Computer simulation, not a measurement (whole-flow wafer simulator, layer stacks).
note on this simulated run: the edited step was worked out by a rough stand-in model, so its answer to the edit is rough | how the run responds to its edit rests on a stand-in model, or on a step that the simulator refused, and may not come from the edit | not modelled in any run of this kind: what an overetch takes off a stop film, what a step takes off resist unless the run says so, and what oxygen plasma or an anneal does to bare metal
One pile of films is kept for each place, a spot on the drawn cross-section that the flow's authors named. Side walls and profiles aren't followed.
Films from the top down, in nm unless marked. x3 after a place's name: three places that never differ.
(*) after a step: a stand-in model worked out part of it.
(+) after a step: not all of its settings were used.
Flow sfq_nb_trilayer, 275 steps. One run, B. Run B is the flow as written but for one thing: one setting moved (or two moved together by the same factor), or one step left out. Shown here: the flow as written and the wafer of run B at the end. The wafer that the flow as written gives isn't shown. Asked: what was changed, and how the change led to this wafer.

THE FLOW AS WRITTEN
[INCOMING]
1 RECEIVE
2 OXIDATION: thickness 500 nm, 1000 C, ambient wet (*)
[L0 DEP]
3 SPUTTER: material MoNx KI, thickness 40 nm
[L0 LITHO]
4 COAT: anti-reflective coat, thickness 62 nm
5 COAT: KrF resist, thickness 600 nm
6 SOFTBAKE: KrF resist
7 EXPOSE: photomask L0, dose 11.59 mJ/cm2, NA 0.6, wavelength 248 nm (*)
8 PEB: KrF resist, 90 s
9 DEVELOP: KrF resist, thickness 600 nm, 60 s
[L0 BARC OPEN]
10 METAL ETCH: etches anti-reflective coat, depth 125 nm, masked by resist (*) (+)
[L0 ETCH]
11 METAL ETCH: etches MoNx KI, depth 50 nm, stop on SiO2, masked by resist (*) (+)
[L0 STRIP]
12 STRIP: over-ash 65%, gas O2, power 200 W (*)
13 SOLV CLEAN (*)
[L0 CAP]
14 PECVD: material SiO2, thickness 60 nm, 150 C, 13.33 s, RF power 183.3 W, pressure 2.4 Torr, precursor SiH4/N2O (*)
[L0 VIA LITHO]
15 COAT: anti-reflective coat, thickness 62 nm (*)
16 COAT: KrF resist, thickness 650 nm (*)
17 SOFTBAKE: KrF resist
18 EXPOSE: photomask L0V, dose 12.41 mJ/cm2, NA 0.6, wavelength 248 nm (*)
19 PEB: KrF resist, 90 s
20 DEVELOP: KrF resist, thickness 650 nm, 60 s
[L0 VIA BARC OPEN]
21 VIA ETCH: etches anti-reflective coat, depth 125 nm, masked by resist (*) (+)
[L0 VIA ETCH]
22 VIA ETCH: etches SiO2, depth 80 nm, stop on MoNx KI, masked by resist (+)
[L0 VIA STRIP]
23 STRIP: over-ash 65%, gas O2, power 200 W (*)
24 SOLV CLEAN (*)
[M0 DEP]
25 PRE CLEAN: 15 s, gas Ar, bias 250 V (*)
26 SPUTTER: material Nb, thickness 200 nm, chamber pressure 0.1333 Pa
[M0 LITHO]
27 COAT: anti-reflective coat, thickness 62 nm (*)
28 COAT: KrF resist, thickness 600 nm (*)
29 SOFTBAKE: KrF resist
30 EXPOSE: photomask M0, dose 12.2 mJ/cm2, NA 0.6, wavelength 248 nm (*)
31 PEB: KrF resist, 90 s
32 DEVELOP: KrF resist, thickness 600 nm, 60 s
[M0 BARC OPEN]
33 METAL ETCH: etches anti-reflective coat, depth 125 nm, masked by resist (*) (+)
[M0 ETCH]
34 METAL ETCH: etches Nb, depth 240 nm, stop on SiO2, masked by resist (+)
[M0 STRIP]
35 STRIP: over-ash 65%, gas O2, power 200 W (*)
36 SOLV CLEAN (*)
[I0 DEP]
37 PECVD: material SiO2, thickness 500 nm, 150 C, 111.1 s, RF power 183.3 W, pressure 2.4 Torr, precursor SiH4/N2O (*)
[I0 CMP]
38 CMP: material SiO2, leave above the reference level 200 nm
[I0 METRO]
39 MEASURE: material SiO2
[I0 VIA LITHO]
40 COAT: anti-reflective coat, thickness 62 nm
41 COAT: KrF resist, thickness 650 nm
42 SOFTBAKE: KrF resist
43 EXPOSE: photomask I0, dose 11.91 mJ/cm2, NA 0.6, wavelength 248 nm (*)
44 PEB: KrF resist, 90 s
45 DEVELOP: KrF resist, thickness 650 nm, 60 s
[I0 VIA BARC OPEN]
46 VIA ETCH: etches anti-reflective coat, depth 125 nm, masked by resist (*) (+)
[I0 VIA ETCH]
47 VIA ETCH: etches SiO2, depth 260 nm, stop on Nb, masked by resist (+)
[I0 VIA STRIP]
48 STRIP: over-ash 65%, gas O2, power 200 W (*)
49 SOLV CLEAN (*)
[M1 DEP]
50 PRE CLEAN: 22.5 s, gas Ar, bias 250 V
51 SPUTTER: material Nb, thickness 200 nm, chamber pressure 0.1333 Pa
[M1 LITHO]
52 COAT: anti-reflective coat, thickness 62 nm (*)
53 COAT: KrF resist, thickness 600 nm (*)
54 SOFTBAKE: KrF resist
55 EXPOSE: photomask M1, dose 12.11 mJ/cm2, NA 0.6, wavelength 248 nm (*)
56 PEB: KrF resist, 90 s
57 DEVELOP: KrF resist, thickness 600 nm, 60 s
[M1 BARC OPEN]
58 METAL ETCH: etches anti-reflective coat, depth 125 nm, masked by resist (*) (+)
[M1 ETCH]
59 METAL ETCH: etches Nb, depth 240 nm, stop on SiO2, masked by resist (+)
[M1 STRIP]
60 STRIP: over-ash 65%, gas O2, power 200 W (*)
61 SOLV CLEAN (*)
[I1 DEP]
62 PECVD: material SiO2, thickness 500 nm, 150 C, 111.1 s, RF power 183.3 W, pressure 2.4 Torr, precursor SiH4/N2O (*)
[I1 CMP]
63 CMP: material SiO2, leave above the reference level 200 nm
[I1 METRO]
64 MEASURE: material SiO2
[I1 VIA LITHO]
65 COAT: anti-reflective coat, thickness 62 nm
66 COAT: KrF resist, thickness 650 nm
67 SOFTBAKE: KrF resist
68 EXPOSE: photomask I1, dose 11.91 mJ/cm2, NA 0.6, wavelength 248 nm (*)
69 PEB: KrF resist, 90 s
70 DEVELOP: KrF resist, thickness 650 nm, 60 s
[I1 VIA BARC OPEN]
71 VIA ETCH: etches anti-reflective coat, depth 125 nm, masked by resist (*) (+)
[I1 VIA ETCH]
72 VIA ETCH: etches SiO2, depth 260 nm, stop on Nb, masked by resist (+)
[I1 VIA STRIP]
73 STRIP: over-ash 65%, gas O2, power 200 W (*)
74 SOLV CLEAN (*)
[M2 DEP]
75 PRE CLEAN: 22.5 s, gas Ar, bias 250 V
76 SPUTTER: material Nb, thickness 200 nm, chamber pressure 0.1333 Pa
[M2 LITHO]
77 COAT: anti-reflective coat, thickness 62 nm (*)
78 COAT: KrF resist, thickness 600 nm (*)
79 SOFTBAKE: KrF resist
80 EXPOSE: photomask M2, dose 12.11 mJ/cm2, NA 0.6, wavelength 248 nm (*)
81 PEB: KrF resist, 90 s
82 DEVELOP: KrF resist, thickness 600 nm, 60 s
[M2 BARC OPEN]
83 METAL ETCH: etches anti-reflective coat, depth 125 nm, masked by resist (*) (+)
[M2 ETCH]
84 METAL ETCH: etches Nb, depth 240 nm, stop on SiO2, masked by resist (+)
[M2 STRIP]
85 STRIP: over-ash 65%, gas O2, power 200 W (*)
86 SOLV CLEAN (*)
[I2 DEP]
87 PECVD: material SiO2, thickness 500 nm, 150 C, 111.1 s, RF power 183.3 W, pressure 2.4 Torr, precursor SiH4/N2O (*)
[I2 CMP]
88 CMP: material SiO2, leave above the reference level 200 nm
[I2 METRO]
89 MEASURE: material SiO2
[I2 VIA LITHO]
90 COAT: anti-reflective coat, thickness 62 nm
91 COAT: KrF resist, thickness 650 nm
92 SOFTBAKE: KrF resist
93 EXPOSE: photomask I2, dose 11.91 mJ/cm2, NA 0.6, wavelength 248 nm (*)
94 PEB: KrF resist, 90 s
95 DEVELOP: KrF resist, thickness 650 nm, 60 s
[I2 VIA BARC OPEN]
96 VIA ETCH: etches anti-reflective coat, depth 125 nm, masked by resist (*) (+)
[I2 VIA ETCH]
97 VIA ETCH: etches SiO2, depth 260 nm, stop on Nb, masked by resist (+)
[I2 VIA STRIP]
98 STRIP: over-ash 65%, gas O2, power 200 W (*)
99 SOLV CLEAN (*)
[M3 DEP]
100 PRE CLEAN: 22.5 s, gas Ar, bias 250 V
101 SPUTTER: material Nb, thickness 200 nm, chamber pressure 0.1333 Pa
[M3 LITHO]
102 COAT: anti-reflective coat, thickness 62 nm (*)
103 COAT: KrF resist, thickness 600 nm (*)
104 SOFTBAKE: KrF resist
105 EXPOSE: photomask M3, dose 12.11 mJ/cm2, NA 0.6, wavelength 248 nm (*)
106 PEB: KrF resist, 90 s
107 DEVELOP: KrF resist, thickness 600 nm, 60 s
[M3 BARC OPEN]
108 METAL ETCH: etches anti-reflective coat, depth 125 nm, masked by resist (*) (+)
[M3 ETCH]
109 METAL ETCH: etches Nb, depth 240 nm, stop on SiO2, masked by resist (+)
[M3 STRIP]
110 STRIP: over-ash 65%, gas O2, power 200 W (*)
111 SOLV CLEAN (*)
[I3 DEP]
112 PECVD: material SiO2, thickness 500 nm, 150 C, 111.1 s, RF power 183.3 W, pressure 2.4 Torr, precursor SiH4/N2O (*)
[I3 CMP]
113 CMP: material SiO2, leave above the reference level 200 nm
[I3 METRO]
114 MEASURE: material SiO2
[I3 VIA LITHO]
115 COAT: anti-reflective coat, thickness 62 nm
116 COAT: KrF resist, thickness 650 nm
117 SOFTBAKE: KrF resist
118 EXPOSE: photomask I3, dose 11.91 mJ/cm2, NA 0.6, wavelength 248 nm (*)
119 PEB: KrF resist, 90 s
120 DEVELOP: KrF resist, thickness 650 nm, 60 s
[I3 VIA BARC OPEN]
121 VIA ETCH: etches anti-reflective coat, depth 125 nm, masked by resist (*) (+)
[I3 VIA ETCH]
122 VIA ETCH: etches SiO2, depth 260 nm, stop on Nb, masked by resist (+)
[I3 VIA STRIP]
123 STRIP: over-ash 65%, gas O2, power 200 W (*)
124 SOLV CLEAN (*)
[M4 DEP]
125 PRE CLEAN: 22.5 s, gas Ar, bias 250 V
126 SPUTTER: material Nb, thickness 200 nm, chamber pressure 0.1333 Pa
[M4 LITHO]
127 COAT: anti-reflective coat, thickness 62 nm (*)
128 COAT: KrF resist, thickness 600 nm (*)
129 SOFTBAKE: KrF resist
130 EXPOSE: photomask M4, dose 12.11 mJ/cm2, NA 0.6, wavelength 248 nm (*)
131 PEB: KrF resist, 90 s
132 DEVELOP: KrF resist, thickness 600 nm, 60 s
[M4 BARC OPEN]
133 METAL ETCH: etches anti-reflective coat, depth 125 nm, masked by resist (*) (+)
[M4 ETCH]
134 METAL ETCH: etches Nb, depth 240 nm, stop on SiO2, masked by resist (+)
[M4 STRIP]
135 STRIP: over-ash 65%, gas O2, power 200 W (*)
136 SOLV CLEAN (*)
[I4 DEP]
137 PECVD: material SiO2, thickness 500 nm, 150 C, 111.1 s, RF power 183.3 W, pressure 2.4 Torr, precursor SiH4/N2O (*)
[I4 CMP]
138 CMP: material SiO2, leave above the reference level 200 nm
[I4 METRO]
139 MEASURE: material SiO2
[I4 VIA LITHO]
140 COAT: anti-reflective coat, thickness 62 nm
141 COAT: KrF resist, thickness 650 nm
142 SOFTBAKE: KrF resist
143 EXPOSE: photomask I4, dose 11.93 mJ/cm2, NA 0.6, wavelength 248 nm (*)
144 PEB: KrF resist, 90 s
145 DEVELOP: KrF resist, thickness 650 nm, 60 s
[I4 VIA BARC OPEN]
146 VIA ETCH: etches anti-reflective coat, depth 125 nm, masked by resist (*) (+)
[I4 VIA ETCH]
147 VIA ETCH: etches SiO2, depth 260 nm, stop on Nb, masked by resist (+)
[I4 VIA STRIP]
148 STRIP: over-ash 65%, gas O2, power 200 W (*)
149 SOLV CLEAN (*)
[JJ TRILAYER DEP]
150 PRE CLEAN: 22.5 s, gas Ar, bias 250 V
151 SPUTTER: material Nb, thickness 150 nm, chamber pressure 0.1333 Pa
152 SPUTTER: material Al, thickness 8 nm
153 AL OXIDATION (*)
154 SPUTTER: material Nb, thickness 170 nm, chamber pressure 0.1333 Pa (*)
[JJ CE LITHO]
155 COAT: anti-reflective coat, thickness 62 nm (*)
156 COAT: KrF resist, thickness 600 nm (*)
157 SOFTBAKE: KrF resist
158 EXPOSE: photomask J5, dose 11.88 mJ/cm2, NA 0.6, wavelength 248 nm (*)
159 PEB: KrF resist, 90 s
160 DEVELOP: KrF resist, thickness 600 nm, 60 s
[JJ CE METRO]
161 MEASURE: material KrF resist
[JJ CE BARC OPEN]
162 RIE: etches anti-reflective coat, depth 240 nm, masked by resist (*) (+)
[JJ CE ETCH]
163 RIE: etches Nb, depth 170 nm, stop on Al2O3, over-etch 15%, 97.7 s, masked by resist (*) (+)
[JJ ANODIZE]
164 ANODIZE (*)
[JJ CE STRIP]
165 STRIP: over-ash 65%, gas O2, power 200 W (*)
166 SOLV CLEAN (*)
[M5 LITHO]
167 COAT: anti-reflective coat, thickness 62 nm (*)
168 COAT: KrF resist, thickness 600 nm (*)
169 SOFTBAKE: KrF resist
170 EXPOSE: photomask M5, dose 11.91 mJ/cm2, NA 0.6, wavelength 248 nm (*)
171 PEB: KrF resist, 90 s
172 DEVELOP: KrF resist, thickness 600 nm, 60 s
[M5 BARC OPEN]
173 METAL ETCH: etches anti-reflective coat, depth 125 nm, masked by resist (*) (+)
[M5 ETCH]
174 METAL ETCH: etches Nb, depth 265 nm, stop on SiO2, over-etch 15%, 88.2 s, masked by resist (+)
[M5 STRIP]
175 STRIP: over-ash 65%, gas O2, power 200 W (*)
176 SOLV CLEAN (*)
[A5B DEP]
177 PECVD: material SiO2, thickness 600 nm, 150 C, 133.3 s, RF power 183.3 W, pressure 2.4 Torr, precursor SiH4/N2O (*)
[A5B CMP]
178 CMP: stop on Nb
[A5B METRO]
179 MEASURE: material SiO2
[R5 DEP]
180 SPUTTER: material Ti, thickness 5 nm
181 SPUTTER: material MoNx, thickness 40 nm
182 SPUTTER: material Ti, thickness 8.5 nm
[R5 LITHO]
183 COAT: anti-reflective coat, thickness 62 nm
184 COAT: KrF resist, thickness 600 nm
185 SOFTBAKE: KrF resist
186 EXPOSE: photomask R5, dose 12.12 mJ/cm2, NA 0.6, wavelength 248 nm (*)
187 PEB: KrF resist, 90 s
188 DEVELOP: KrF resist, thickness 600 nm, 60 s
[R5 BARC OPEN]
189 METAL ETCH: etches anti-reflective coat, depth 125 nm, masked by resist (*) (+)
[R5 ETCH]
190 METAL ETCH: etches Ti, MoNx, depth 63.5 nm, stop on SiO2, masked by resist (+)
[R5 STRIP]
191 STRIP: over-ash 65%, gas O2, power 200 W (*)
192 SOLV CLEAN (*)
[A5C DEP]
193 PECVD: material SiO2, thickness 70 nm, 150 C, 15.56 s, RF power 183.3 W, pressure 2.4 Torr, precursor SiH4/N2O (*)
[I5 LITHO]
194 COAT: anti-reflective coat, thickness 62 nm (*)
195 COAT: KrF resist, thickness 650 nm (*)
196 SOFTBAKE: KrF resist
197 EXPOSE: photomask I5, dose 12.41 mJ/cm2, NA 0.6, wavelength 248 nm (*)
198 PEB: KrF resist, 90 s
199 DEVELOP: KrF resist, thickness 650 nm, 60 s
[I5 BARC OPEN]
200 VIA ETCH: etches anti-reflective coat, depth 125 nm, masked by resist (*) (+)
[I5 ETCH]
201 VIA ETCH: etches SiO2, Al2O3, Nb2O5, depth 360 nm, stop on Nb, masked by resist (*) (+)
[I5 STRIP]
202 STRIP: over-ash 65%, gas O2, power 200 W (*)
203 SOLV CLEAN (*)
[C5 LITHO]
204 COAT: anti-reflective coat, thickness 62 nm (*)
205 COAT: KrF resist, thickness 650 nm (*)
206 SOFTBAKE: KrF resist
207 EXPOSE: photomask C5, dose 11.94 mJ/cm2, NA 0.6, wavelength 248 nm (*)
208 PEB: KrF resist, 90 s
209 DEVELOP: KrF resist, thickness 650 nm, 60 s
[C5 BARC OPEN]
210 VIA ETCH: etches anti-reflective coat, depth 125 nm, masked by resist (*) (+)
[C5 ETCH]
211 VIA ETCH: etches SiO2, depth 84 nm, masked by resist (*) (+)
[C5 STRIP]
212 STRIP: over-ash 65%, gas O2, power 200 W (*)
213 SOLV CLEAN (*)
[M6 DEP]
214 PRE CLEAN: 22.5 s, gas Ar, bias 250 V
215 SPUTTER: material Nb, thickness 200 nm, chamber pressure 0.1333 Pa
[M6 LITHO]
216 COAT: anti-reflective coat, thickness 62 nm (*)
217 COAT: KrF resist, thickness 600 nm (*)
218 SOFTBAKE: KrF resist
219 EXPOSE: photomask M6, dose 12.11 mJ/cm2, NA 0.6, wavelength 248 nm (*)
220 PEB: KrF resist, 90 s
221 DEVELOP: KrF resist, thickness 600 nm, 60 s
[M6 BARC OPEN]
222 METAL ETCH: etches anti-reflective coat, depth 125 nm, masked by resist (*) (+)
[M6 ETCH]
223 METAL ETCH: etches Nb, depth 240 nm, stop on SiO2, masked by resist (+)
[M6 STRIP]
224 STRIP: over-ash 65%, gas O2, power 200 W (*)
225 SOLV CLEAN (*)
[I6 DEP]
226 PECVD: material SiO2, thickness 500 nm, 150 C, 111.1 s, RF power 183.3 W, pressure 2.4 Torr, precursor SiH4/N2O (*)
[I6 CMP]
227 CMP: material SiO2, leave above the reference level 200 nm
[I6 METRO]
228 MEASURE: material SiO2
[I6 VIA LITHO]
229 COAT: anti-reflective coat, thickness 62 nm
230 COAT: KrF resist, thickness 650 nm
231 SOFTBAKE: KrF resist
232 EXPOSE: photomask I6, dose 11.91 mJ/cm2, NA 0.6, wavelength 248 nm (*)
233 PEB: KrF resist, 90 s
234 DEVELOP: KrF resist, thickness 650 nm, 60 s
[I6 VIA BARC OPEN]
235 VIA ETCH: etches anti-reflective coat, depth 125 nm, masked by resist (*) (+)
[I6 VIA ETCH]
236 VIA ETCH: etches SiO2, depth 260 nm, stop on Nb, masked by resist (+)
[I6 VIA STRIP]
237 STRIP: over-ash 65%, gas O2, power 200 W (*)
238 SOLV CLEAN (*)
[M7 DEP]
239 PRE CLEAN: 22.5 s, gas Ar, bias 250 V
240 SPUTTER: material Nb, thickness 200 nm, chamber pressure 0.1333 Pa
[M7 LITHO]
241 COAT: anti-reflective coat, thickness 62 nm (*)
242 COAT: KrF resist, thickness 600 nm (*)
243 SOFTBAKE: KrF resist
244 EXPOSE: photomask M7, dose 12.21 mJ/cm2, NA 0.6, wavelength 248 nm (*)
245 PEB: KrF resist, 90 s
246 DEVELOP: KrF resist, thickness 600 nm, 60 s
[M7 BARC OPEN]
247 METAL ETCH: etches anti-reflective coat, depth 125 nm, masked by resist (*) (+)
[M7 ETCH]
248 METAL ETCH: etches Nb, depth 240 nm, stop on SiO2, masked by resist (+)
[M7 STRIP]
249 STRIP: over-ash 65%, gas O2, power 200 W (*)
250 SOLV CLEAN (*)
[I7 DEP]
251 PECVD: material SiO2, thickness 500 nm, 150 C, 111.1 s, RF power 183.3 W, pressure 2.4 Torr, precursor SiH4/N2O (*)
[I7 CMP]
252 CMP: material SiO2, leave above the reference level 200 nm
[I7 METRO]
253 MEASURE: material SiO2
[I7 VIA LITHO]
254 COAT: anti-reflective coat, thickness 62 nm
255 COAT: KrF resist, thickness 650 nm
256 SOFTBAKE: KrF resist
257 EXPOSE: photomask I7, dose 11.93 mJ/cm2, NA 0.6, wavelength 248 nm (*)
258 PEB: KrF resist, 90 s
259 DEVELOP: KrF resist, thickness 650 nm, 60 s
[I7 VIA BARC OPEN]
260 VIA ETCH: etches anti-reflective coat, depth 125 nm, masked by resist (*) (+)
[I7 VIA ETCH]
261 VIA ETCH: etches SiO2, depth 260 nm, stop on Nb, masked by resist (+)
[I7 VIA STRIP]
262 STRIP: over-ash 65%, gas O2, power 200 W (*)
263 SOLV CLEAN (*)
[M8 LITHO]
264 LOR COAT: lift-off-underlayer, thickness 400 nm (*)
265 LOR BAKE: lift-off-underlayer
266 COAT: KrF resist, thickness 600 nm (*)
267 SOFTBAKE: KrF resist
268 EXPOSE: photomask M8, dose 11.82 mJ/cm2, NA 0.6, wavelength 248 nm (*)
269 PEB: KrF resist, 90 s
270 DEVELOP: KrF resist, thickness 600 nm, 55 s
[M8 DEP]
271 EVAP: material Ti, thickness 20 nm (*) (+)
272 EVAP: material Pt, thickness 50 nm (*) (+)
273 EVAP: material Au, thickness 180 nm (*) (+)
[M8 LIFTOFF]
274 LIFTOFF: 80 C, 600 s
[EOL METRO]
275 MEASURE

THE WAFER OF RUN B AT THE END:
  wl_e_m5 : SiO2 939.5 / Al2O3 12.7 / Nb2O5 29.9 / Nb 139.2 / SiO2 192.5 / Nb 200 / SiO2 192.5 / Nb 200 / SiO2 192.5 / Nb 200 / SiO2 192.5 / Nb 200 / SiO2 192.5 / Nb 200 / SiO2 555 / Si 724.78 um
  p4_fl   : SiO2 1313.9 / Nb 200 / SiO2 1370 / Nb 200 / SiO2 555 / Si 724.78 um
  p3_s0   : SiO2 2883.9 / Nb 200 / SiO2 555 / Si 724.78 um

The cause: step 251, PECVD: thickness 338 nm was run, where the flow has thickness 500 nm; step 251, PECVD: 75 s was run, where the flow has 111.1 s.

How the change led to this, step by step:
  251 PECVD: material SiO2, thickness 500 nm, 150 C, 111.1 s, RF power 183.3 W, pressure 2.4 Torr, precursor SiH4/N2O (*)
      field_l, p4_fl, p4_fm and 56 more: SiO2 +338 (as written it would be: SiO2 +500)
      v_sur, via_wl, via_w and 37 more: SiO2 +338 (new film) (as written it would be: SiO2 +500 (new film))
      (and at 7 more places)
  252 CMP: material SiO2, leave above the reference level 200 nm
      field_l, p4_fl, p4_fm and 56 more: nothing (as written it would be: SiO2 -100)
      field_r, lsp_l: nothing (as written it would be: SiO2 -77.7)
      (and at 45 more places)
  254 COAT: anti-reflective coat, thickness 62 nm
      be_sur, gap, jj_sur, ce_l, c5j, ce_r, sp_r, be_r: anti-reflective coat +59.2 (new film) (as written it would be: anti-reflective coat +62 (new film))
      wl_j_sl, wl_jj, wl_j_sr, wl_a_sl, wl_g_sr: anti-reflective coat +60.5 (new film) (as written it would be: anti-reflective coat +62 (new film))
      (and at 74 more places)
  255 COAT: KrF resist, thickness 650 nm
      field_l: KrF resist +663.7 (new film) (as written it would be: KrF resist +650 (new film))
      v_sur: KrF resist +630.8 (new film) (as written it would be: KrF resist +650 (new film))
      (and at 23 more places)
  259 DEVELOP: KrF resist, thickness 650 nm, 60 s
      via_wl: KrF resist -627 (all of it) (as written it would be: KrF resist -648.6 (all of it))
      via_w: KrF resist -630.9 (all of it) (as written it would be: KrF resist -648.6 (all of it))
      (and at 1 more place)
  260 VIA ETCH: etches anti-reflective coat, depth 125 nm, masked by resist (*) (+)
      field_l, v_sur, via_sp and 100 more: KrF resist -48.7 (as written it would be: KrF resist -51.7)
      via_wl, via_w: anti-reflective coat -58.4 (all of it), SiO2 -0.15 (as written it would be: anti-reflective coat -62 (all of it), SiO2 -0.16)
      (and at 1 more place)
  262 STRIP: over-ash 65%, gas O2, power 200 W (*)
      m0r_line_l, m0r_line_r, m6r_line_l, m6r_line_r: KrF resist -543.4 (all of it), anti-reflective coat -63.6 (all of it) (as written it would be: KrF resist -528.6 (all of it), anti-reflective coat -62 (all of it))
      m0r_space_l, m0r_space_r, m6r_space_l, m6r_space_r: KrF resist -538.5 (all of it), anti-reflective coat -70.8 (all of it) (as written it would be: KrF resist -528.6 (all of it), anti-reflective coat -62 (all of it))
      (and at 76 more places)
  264 LOR COAT: lift-off-underlayer, thickness 400 nm (*)
      m0r_line_l, m0r_line_r, m6r_line_l, m6r_line_r: lift-off-underlayer +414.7 (new film) (as written it would be: lift-off-underlayer +400 (new film))
      m0r_space_l, m0r_space_r, m6r_space_l, m6r_space_r: lift-off-underlayer +419.2 (new film) (as written it would be: lift-off-underlayer +400 (new film))
      (and at 63 more places)
  266 COAT: KrF resist, thickness 600 nm (*)
      l0v: KrF resist +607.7 (new film) (as written it would be: KrF resist +594.7 (new film))
  270 DEVELOP: KrF resist, thickness 600 nm, 55 s
      field_l: KrF resist -600.5 (all of it), lift-off-underlayer -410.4 (all of it) (as written it would be: KrF resist -593.7 (all of it), lift-off-underlayer -388.2 (all of it))
      v_sur: KrF resist -599.7 (all of it), lift-off-underlayer -348.3 (all of it) (as written it would be: KrF resist -607.3 (all of it), lift-off-underlayer -369.4 (all of it))
      (and at 9 more places)
  274 LIFTOFF: 80 C, 600 s
      m0r_line_l, m0r_line_r, m6r_line_l, m6r_line_r: Au -180 (all of it), Pt -50 (all of it), Ti -20 (all of it), KrF resist -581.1 (all of it), lift-off-underlayer -414.7 (all of it) (as written it would be: Au -180 (all of it), Pt -50 (all of it), Ti -20 (all of it), KrF resist -576.2 (all of it), lift-off-underlayer -400 (all of it))
      m0r_space_l, m0r_space_r, m6r_space_l, m6r_space_r: Au -180 (all of it), Pt -50 (all of it), Ti -20 (all of it), KrF resist -577.5 (all of it), lift-off-underlayer -419.2 (all of it) (as written it would be: Au -180 (all of it), Pt -50 (all of it), Ti -20 (all of it), KrF resist -576.2 (all of it), lift-off-underlayer -400 (all of it))
      (and at 52 more places)
